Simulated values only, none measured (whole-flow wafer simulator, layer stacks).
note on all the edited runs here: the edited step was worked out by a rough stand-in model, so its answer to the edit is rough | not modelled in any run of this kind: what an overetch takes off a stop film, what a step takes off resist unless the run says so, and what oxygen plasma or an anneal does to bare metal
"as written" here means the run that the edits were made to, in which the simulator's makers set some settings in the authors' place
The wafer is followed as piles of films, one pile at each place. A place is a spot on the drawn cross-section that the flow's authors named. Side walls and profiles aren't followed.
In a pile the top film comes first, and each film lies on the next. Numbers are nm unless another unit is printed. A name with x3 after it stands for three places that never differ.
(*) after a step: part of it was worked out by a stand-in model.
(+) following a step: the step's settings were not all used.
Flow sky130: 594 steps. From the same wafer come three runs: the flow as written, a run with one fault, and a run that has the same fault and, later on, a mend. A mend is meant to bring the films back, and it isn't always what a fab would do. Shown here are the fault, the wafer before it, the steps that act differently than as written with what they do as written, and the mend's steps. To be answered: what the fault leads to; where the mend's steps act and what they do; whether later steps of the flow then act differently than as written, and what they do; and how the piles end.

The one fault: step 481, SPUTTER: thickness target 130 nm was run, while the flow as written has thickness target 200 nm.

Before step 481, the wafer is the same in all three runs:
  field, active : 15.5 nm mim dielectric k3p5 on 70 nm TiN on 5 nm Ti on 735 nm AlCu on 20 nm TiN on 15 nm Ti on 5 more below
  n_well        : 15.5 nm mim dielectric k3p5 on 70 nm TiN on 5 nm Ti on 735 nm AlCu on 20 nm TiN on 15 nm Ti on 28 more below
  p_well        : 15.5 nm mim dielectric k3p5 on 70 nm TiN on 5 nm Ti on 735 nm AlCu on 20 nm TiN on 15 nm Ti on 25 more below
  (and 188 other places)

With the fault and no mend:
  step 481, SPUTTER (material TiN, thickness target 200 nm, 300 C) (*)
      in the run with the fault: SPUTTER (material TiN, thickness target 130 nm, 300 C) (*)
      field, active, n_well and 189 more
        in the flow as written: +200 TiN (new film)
        in the run with the fault: +130 TiN (new film)
  Steps later in the flow that act otherwise than as written (not shown: 4 more steps that differ only slightly, by at most 2% or 0.5 nm, whichever is larger):
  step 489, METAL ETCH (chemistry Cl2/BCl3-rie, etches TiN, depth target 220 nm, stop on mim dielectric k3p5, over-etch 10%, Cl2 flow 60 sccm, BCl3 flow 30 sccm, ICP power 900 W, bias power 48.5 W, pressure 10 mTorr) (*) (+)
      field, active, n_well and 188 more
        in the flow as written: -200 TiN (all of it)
        in the run with the fault: -130 TiN (all of it)
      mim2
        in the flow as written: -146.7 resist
        in the run with the fault: -95.3 resist
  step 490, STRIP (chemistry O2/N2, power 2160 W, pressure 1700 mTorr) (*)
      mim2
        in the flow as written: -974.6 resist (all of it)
        in the run with the fault: -1025.9 resist (all of it)
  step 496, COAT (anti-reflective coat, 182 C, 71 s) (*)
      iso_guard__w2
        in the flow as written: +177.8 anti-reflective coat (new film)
        in the run with the fault: +132.2 anti-reflective coat (new film)
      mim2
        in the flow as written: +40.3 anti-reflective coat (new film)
        in the run with the fault: +29.5 anti-reflective coat (new film)
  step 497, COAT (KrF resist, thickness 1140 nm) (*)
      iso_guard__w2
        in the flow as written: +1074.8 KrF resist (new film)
        in the run with the fault: +1105.5 KrF resist (new film)
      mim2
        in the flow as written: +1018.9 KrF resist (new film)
        in the run with the fault: +1081.4 KrF resist (new film)
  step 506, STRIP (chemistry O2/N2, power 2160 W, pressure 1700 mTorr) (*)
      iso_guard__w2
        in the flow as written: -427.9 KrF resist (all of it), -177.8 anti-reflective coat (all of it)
        in the run with the fault: -458.5 KrF resist (all of it), -132.2 anti-reflective coat (all of it)
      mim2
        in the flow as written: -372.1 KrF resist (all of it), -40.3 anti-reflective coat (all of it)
        in the run with the fault: -434.4 KrF resist (all of it), -29.5 anti-reflective coat (all of it)
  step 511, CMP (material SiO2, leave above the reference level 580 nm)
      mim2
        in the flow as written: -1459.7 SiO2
        in the run with the fault: -1389.7 SiO2
  By the end, the piles at mim2 depart from the flow's by more than 2% or 0.5 nm, whichever is larger.
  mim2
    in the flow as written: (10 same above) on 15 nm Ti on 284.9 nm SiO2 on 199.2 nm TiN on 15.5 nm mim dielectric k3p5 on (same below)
    in the run with the fault: (10 same above) on 15 nm Ti on 354.9 nm SiO2 on 129.2 nm TiN on 15.5 nm mim dielectric k3p5 on (same below)

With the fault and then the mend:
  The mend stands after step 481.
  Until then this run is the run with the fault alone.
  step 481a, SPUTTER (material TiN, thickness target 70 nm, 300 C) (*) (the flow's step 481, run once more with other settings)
      field, active, n_well and 189 more
        +70 TiN
  Later steps of the flow that are run all act as written at every place that is followed.
  By the end, the piles equal the flow's at every place that both follow.
